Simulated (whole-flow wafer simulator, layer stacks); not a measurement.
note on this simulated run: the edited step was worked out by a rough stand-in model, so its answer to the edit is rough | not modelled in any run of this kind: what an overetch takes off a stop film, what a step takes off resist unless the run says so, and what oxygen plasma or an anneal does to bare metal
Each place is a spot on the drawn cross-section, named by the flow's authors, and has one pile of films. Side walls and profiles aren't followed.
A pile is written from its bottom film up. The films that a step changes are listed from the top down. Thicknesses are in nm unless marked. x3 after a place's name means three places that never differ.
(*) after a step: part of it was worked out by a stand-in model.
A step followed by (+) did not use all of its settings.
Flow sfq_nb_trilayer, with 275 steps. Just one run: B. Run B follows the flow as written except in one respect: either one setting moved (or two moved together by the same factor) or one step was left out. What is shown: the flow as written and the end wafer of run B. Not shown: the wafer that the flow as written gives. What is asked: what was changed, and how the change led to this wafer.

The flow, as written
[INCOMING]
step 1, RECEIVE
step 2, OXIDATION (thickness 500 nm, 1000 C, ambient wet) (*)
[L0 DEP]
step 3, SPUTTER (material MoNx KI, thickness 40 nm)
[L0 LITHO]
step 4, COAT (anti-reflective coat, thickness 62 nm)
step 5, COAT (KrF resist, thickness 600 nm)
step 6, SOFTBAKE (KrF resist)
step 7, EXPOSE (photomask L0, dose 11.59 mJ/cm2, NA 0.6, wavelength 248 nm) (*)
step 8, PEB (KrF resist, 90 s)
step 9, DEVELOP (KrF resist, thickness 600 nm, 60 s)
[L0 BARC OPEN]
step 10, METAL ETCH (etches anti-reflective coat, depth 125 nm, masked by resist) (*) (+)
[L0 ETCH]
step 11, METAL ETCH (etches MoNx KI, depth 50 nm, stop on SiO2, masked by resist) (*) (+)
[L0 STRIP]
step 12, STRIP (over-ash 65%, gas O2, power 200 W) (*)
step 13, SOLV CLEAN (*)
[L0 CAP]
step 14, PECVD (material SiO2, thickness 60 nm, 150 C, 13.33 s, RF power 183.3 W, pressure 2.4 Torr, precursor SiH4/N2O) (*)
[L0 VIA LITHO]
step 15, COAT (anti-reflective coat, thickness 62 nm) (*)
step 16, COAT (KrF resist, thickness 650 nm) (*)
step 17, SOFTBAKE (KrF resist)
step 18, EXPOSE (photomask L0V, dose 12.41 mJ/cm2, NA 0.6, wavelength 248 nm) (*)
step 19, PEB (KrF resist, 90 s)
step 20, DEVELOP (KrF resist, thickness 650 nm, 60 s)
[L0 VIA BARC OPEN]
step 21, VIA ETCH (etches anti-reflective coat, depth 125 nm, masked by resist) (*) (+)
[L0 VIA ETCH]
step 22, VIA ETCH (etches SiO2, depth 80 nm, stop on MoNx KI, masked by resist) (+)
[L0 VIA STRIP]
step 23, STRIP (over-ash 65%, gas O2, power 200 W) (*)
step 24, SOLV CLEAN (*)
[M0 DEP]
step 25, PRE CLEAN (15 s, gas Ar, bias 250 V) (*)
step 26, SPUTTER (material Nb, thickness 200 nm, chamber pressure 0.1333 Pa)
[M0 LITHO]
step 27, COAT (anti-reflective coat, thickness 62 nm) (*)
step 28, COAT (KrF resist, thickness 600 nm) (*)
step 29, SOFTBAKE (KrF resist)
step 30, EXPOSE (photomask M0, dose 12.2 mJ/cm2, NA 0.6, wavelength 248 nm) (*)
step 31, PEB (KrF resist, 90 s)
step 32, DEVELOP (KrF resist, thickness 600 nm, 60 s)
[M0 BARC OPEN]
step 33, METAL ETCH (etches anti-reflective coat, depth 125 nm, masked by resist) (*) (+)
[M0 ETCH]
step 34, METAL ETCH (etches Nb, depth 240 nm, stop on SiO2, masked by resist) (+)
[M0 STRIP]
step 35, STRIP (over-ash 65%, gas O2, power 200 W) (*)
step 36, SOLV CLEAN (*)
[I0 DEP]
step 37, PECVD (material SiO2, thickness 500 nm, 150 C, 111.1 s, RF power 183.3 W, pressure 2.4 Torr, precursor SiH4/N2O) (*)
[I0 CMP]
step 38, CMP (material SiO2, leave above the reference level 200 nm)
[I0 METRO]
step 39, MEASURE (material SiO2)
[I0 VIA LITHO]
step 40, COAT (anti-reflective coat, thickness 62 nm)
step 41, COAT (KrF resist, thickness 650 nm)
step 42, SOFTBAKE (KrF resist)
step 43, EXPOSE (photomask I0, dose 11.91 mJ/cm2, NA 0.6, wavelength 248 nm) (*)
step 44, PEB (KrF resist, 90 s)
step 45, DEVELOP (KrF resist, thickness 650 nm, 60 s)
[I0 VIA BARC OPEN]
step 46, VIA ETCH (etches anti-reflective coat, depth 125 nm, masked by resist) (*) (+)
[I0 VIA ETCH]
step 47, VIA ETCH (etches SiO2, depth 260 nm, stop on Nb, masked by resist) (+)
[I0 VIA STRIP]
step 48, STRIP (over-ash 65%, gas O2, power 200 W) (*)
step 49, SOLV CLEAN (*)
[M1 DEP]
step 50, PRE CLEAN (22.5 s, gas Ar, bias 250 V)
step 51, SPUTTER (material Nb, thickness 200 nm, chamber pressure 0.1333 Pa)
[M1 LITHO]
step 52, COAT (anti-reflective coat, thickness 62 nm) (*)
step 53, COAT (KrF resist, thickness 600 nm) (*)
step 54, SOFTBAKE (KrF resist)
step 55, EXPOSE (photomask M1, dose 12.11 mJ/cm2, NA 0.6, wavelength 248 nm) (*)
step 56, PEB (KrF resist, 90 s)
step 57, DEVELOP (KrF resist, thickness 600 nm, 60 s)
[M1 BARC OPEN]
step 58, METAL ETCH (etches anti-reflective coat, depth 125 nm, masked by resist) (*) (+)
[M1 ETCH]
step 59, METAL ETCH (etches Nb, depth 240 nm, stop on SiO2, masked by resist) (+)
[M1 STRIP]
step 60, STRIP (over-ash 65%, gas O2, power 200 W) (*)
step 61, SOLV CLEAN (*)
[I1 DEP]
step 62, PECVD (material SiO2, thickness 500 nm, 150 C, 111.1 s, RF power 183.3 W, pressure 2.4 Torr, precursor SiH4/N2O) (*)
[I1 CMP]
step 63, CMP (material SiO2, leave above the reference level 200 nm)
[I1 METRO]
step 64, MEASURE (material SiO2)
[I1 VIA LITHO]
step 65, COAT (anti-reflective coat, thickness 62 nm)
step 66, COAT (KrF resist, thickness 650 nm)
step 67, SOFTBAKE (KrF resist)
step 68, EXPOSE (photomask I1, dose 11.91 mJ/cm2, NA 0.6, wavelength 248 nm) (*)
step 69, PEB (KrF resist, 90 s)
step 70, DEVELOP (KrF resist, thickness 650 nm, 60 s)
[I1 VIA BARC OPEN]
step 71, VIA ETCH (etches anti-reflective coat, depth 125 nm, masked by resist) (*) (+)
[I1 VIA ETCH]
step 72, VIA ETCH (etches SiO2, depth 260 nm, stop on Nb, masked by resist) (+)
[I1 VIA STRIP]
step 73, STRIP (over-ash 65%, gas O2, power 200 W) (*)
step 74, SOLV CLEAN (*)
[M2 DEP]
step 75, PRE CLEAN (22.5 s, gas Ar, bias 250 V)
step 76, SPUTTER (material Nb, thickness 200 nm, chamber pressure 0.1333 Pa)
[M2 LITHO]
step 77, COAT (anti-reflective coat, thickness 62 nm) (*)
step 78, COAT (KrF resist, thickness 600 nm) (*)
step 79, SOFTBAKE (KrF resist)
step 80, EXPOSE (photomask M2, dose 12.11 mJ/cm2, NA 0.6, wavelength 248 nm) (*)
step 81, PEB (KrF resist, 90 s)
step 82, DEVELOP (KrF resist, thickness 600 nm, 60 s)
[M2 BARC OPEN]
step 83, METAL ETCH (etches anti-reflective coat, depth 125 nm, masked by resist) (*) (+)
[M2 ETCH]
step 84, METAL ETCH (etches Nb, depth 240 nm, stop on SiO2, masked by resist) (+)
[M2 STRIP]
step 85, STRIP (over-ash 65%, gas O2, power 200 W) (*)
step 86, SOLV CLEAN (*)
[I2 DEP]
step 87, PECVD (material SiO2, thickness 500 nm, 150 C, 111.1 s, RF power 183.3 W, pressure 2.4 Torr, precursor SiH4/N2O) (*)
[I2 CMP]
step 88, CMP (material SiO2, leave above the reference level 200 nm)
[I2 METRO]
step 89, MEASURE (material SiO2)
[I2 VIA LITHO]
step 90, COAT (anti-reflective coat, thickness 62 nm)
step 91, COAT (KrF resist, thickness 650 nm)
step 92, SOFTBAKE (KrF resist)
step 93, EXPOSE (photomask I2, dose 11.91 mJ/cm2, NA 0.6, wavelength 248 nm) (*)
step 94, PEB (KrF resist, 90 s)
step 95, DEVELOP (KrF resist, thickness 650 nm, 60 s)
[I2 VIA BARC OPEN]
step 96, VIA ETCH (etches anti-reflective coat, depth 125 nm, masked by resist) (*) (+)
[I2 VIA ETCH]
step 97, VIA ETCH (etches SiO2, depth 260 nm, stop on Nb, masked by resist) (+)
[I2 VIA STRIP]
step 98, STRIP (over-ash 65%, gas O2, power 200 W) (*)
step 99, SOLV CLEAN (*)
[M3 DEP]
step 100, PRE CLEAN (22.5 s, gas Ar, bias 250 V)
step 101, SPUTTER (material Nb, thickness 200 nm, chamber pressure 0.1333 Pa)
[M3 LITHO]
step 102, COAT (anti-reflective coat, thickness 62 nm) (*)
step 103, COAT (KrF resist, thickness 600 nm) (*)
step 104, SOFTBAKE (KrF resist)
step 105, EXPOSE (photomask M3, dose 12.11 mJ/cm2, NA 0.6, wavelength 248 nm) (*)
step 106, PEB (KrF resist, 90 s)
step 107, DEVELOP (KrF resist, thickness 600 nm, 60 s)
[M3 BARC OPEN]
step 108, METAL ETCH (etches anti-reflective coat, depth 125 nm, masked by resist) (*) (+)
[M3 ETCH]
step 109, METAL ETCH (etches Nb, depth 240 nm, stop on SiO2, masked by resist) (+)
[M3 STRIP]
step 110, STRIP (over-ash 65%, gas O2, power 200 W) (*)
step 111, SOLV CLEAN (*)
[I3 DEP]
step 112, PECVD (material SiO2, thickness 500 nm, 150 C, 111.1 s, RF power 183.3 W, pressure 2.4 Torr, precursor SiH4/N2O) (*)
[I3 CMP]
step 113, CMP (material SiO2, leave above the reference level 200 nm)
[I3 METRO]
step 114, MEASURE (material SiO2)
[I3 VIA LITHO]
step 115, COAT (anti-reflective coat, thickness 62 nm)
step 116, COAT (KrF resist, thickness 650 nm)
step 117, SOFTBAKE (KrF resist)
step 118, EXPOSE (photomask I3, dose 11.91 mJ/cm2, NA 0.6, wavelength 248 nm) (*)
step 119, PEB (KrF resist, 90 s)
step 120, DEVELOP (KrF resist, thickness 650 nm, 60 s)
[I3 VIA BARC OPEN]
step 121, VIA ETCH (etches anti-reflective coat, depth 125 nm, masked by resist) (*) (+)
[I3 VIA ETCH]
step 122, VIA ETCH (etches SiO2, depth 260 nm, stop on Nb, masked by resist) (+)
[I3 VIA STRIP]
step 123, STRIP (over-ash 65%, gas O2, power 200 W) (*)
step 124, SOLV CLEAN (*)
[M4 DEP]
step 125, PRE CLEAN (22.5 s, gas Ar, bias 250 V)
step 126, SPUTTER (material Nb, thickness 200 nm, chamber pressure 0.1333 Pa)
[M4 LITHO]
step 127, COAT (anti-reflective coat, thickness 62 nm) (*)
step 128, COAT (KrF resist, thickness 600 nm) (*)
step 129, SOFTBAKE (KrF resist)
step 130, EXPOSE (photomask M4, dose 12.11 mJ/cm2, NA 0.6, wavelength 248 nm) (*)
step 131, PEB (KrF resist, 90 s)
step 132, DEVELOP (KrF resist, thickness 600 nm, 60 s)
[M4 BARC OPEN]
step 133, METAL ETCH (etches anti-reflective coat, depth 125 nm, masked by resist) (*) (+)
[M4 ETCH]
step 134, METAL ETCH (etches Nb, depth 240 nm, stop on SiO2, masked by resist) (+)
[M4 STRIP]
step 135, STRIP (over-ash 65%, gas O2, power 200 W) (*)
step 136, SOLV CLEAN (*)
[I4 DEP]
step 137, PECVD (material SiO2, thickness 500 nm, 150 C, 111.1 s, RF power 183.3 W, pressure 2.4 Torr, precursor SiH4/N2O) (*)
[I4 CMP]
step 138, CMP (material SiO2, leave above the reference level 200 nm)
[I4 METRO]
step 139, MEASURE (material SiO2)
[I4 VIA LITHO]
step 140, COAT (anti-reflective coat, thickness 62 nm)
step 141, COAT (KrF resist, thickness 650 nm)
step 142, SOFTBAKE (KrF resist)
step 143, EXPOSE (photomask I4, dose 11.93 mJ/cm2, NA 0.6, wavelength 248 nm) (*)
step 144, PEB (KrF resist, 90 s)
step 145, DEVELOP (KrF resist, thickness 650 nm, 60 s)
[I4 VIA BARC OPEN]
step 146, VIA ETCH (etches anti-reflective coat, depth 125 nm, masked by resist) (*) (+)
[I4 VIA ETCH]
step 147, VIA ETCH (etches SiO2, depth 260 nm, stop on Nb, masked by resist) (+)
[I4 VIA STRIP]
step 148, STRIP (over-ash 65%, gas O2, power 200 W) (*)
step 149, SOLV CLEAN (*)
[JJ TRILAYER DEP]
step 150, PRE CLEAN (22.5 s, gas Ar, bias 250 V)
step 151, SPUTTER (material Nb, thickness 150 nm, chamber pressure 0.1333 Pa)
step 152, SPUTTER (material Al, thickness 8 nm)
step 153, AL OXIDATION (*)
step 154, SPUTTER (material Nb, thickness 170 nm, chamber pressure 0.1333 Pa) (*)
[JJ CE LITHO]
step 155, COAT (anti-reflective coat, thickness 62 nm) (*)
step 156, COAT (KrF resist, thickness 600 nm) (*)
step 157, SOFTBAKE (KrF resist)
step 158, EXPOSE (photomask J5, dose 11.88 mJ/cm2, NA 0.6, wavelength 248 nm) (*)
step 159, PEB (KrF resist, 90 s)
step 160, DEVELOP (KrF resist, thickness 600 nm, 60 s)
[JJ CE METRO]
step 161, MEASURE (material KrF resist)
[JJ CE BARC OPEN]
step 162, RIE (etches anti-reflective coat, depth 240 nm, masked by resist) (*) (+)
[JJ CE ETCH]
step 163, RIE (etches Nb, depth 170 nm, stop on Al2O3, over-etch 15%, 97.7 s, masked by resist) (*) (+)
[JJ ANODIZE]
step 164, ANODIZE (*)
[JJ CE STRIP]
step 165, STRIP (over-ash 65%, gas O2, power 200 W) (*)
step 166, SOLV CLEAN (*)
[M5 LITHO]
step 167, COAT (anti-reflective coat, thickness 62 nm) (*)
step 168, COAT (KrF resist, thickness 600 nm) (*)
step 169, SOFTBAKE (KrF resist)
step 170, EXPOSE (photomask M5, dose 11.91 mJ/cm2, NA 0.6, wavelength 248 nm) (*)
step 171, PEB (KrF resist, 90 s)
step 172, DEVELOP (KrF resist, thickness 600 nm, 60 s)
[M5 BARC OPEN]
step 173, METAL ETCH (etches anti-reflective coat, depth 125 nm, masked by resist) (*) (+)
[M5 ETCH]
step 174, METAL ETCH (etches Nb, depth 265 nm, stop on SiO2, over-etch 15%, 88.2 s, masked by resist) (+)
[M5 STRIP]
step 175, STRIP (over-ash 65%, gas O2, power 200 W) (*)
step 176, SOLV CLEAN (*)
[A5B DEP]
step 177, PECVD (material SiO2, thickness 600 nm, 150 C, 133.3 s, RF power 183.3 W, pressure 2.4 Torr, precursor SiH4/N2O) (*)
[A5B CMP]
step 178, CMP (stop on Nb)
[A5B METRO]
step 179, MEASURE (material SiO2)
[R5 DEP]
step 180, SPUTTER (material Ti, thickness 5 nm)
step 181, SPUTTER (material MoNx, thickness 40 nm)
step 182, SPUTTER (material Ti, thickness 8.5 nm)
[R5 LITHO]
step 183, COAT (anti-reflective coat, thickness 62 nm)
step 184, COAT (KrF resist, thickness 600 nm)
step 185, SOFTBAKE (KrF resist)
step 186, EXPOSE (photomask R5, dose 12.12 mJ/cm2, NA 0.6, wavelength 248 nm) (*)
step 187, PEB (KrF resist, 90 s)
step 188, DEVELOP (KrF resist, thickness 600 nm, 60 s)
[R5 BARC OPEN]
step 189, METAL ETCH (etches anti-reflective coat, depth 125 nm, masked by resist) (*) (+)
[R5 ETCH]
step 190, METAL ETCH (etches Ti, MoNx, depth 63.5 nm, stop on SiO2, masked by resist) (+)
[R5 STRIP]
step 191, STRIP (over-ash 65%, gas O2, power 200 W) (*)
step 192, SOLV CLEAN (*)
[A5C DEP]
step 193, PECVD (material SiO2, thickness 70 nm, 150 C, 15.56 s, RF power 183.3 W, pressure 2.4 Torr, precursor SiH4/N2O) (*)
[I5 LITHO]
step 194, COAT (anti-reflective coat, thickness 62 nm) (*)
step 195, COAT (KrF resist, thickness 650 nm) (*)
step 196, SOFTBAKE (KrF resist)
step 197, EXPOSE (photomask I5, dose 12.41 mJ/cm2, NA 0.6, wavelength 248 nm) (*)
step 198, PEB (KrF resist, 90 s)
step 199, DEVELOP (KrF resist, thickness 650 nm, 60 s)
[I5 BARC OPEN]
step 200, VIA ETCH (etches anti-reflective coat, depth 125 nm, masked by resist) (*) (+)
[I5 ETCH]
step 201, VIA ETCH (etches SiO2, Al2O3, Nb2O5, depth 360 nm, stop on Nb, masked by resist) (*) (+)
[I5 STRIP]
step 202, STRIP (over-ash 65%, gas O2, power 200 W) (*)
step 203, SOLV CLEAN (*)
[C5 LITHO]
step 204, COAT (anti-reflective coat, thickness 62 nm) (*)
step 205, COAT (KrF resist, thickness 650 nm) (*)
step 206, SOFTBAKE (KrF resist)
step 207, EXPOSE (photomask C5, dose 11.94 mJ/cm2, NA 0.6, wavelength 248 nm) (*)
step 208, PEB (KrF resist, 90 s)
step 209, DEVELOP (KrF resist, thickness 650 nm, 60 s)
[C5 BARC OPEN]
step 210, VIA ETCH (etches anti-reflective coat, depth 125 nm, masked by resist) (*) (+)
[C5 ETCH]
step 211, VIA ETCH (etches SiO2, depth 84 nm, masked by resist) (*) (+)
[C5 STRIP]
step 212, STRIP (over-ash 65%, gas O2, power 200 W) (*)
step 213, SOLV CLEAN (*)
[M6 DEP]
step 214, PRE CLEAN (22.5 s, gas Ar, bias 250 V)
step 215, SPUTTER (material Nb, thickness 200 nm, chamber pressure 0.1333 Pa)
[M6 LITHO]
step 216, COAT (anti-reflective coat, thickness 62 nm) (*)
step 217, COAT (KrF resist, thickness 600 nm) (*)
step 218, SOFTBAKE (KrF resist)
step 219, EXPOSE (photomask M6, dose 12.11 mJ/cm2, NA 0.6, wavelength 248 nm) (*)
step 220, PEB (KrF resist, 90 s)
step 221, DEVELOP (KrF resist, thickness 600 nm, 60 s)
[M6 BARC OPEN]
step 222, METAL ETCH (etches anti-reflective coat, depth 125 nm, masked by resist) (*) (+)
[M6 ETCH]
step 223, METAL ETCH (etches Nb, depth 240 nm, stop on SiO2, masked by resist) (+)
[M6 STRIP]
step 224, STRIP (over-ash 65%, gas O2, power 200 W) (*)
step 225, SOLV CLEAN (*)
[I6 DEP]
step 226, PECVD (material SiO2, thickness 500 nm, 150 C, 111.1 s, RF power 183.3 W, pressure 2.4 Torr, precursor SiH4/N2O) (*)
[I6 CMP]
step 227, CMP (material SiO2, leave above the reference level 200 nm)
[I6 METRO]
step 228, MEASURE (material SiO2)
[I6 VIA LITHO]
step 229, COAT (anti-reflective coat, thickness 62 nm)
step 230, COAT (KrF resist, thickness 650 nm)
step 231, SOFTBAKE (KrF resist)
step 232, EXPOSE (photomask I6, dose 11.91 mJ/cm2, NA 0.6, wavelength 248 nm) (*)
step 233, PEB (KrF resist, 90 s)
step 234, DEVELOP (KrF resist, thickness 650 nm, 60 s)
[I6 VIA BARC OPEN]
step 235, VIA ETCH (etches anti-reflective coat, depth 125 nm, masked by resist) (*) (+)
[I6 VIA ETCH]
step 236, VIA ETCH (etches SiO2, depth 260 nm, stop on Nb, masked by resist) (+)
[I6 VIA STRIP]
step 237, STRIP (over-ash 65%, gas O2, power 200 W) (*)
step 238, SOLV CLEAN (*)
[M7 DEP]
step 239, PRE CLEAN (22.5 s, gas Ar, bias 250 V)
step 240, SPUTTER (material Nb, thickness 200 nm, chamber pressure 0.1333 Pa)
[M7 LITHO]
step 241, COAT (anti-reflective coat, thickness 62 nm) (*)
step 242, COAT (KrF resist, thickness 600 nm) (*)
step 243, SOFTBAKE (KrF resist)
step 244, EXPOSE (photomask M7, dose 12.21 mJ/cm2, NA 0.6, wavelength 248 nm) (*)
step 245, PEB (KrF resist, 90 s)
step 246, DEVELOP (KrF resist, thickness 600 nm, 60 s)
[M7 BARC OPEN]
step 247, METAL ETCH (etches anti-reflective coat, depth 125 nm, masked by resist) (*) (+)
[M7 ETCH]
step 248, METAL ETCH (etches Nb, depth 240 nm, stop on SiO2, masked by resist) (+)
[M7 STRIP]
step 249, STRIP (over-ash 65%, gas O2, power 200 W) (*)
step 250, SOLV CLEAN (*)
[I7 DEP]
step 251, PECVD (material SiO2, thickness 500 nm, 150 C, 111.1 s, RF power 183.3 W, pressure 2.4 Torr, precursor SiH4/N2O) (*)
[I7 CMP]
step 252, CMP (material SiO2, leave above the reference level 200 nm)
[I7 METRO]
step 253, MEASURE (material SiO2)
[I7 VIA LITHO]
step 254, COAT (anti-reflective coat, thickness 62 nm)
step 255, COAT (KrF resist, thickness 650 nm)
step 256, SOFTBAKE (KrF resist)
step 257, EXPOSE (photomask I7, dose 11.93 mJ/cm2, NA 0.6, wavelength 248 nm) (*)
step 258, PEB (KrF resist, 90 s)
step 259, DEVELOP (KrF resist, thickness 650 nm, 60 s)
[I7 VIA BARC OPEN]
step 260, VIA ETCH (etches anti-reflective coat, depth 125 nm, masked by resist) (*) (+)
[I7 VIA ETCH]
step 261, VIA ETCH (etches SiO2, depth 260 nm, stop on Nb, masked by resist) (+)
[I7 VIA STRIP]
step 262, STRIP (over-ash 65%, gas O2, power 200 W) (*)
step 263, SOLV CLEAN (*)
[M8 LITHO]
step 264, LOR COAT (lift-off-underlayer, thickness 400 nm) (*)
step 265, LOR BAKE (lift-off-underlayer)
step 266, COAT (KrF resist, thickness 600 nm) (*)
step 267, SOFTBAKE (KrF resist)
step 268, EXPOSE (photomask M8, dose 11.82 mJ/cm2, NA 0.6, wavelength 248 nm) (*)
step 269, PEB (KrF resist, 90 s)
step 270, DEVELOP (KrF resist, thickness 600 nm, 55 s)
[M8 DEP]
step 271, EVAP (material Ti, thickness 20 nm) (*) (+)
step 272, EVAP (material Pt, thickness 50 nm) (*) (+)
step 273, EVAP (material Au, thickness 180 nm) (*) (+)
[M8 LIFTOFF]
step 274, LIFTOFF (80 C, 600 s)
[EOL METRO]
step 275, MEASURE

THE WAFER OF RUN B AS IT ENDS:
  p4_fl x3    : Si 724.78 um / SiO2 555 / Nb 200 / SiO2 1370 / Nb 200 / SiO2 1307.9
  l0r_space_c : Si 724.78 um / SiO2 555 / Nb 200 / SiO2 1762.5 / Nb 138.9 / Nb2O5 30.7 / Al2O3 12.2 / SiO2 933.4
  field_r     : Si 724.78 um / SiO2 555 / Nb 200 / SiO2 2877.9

What caused this: step 154, SPUTTER: thickness 102 nm was run, whereas the flow has thickness 170 nm.

The path from the change to this, step by step:
  step 154, SPUTTER (material Nb, thickness 170 nm, chamber pressure 0.1333 Pa) (*)
      field_l, v_sur, via_sp and 100 more: +102 Nb (new film) (as written it would have been: +170 Nb (new film))
      via_wl, via_wr: +84.2 Nb (new film) (as written it would have been: +140.7 Nb (new film))
      (as well as at 1 more place)
  step 155, COAT (anti-reflective coat, thickness 62 nm) (*)
      via_wl, via_wr: +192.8 anti-reflective coat (new film) (as written it would have been: +209.4 anti-reflective coat (new film))
      via_w: +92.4 anti-reflective coat (new film) (as written it would have been: +97.4 anti-reflective coat (new film))
  step 162, RIE (etches anti-reflective coat, depth 240 nm, masked by resist) (*) (+)
      ce_l, c5j, ce_r, wl_jj: -192.8 KrF resist (as written it would have been: -209.4 KrF resist)
      via_wl, via_wr: -192.8 anti-reflective coat (all of it) (as written it would have been: -209.4 anti-reflective coat (all of it))
      (as well as at 1 more place)
  step 163, RIE (etches Nb, depth 170 nm, stop on Al2O3, over-etch 15%, 97.7 s, masked by resist) (*) (+)
      field_l, v_sur, via_sp and 96 more: -102 Nb (all of it), -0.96 Al2O3 (all of it) (as written it would have been: -170 Nb (all of it), -0.51 Al2O3)
      via_wl, via_wr: -84.2 Nb (all of it), -0.96 Al2O3 (all of it) (as written it would have been: -140.7 Nb (all of it), -0.96 Al2O3 (all of it))
      (as well as at 1 more place)
  step 164, ANODIZE (*)
      field_l, v_sur, via_sp and 96 more: +12.2 Al2O3 (new film), +30.7 Nb2O5 (new film), -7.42 Al (all of it), -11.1 Nb (as written it would have been: +12.2 Al2O3, +29.9 Nb2O5 (new film), -7.42 Al (all of it), -10.8 Nb)
  step 165, STRIP (over-ash 65%, gas O2, power 200 W) (*)
      ce_l: -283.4 KrF resist (all of it), -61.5 anti-reflective coat (all of it) (as written it would have been: -266.8 KrF resist (all of it), -61.4 anti-reflective coat (all of it))
      c5j: -283.5 KrF resist (all of it), -61.5 anti-reflective coat (all of it) (as written it would have been: -266.9 KrF resist (all of it), -61.5 anti-reflective coat (all of it))
      (as well as at 2 more places)
  step 167, COAT (anti-reflective coat, thickness 62 nm) (*)
      wl_j_sl, wl_j_sr: +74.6 anti-reflective coat (new film) (as written it would have been: +83.3 anti-reflective coat (new film))
      gap: +60.9 anti-reflective coat (new film) (as written it would have been: +58.9 anti-reflective coat (new film))
      (as well as at 8 more places)
  step 168, COAT (KrF resist, thickness 600 nm) (*)
      ce_l: +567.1 KrF resist (new film) (as written it would have been: +528.3 KrF resist (new film))
      c5j: +551.2 KrF resist (new film) (as written it would have been: +507.6 KrF resist (new film))
      (as well as at 2 more places)
  step 173, METAL ETCH (etches anti-reflective coat, depth 125 nm, masked by resist) (*) (+)
      wl_a_sl: -61.6 anti-reflective coat (all of it) (as written it would have been: -59.7 anti-reflective coat (all of it), -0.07 Al2O3)
  step 174, METAL ETCH (etches Nb, depth 265 nm, stop on SiO2, over-etch 15%, 88.2 s, masked by resist) (+)
      field_l, r_sur, res and 50 more: -12.2 Al2O3 (all of it), -30.7 Nb2O5 (all of it), -138.9 Nb (all of it), -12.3 SiO2 (as written it would have been: -12.6 Al2O3 (all of it), -29.9 Nb2O5 (all of it), -139.2 Nb (all of it), -12.3 SiO2)
  step 175, STRIP (over-ash 65%, gas O2, power 200 W) (*)
      gap: -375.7 KrF resist (all of it), -60.9 anti-reflective coat (all of it) (as written it would have been: -383.4 KrF resist (all of it), -58.9 anti-reflective coat (all of it))
      jj_sur: -370.3 KrF resist (all of it), -73.9 anti-reflective coat (all of it) (as written it would have been: -374.7 KrF resist (all of it), -82.6 anti-reflective coat (all of it))
      (as well as at 8 more places)
  step 178, CMP (stop on Nb)
      v_sur, via_sp, via_v and 43 more: -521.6 SiO2 (as written it would have been: -453.5 SiO2)
      field_l, p4_fl x3, p4_w1 x9 and 29 more: -327.3 SiO2 (as written it would have been: -259.3 SiO2)
      (as well as at 14 more places)
  step 201, VIA ETCH (etches SiO2, Al2O3, Nb2O5, depth 360 nm, stop on Nb, masked by resist) (*) (+)
      be: -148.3 SiO2 (all of it), -12.2 Al2O3 (all of it), -30.7 Nb2O5 (all of it) (as written it would have been: -216.4 SiO2 (all of it), -12.7 Al2O3 (all of it), -29.9 Nb2O5 (all of it))
  step 204, COAT (anti-reflective coat, thickness 62 nm) (*)
      wire: +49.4 anti-reflective coat (new film) (as written it would have been: +47.4 anti-reflective coat (new film))
      be: +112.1 anti-reflective coat (new film) (as written it would have been: +122.2 anti-reflective coat (new film))
      (as well as at 1 more place)
  step 205, COAT (KrF resist, thickness 650 nm) (*)
      be: +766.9 KrF resist (new film) (as written it would have been: +815.3 KrF resist (new film))
  step 212, STRIP (over-ash 65%, gas O2, power 200 W) (*)
      wire: -559.6 KrF resist (all of it), -49.4 anti-reflective coat (all of it) (as written it would have been: -555.8 KrF resist (all of it), -47.4 anti-reflective coat (all of it))
      be: -679.8 KrF resist (all of it), -112.1 anti-reflective coat (all of it) (as written it would have been: -728.2 KrF resist (all of it), -122.2 anti-reflective coat (all of it))
      (as well as at 1 more place)
  ... 4 further steps ...
  step 226, PECVD (material SiO2, thickness 500 nm, 150 C, 111.1 s, RF power 183.3 W, pressure 2.4 Torr, precursor SiH4/N2O) (*)
      be: +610 SiO2 (new film) (as written it would have been: +693.5 SiO2 (new film))
